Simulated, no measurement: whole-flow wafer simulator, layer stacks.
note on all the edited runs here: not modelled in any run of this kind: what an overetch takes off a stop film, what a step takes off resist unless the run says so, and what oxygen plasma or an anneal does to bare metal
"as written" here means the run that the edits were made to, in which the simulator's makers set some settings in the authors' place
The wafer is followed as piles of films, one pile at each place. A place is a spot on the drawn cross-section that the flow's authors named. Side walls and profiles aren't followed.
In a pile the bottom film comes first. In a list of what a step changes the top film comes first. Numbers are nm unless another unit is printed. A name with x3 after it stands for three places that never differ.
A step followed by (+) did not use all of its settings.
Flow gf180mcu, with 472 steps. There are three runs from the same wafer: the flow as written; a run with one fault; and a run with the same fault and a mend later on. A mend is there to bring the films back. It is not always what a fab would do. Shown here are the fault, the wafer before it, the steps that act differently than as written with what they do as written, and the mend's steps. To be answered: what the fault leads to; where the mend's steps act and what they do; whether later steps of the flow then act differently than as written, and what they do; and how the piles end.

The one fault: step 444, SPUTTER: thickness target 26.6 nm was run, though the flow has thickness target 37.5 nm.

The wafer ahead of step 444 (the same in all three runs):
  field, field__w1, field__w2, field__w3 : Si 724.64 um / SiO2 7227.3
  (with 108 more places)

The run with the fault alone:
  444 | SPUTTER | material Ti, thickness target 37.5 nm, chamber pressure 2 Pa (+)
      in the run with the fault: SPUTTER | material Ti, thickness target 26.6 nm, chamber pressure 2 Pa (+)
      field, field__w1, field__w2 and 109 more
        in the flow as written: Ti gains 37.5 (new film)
        in the run with the fault: Ti gains 26.6 (new film)
  Steps later in the flow that act otherwise than as written (5 more steps, not shown, differ only slightly: by at most 2% or 0.5 nm, whichever is larger):
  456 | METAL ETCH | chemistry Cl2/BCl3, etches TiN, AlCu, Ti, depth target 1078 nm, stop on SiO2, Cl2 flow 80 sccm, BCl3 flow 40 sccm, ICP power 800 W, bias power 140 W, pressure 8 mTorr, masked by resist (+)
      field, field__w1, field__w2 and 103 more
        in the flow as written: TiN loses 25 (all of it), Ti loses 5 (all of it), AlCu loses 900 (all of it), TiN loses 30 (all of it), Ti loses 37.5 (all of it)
        in the run with the fault: TiN loses 25 (all of it), Ti loses 5 (all of it), AlCu loses 900 (all of it), TiN loses 30 (all of it), Ti loses 26.6 (all of it)
  By the end, the piles at field__w8, contact, m1, m1__w1, pad, m1_nw depart from the flow's by more than 2% or 0.5 nm, whichever is larger.
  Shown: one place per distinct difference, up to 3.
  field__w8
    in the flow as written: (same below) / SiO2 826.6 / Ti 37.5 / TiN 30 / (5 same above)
    in the run with the fault: (same below) / SiO2 826.6 / Ti 26.6 / TiN 30 / (5 same above)
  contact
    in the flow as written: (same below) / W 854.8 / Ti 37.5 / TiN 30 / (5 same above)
    in the run with the fault: (same below) / W 854.8 / Ti 26.6 / TiN 30 / (5 same above)
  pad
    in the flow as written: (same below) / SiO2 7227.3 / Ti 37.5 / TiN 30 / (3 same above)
    in the run with the fault: (same below) / SiO2 7227.3 / Ti 26.6 / TiN 30 / (3 same above)

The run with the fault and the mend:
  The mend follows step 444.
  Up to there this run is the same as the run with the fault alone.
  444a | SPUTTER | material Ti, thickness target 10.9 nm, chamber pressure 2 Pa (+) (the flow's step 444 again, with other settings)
      field, field__w1, field__w2 and 109 more
        Ti gains 10.9
  Every later step of the flow that is run acts as written at every place that is followed.
  At every place that both follow, the piles at the end match the flow's.
